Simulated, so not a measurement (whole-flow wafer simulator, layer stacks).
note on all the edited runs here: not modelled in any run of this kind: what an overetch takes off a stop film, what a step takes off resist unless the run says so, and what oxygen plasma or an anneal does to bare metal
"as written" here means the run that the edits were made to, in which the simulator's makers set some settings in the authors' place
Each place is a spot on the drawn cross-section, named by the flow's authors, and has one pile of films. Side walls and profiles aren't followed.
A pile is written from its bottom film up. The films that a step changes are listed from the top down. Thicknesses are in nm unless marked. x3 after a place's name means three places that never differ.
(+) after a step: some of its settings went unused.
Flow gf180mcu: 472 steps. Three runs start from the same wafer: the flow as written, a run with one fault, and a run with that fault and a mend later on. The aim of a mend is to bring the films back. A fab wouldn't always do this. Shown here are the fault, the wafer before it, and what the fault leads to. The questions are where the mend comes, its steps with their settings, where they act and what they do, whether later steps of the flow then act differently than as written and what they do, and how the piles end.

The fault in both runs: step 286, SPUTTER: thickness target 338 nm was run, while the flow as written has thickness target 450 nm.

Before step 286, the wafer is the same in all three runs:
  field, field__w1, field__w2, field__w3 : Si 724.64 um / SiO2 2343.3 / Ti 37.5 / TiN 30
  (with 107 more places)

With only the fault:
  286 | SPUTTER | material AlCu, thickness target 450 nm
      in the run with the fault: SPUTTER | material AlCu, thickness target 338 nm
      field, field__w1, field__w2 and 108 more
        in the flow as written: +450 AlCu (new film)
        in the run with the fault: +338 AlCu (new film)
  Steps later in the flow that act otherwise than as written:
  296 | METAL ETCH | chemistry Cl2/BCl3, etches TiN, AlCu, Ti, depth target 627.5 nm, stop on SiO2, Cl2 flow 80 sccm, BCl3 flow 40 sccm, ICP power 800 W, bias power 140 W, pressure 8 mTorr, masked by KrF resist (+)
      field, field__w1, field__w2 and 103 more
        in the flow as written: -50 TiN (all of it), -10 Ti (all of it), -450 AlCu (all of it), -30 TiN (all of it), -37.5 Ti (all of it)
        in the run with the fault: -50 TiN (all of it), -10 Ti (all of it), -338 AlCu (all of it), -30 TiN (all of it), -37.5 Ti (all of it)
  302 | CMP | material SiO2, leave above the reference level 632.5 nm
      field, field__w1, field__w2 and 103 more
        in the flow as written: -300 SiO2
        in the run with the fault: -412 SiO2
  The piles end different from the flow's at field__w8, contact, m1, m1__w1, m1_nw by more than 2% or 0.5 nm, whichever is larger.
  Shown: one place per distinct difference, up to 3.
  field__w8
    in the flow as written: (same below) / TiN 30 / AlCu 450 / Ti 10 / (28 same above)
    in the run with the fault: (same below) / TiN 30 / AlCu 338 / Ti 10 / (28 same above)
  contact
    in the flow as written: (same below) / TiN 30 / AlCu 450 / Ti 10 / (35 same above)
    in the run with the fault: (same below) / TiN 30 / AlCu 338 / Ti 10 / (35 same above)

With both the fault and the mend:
  After step 286 comes the mend.
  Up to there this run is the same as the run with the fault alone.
  286a | SPUTTER | material AlCu, thickness target 112 nm (the flow's step 286 again, with other settings)
      field, field__w1, field__w2 and 108 more
        +112 AlCu
  None of the later steps of the flow acts differently than as written at any place that is followed.
  By the end, the piles equal the flow's at every place that both follow.
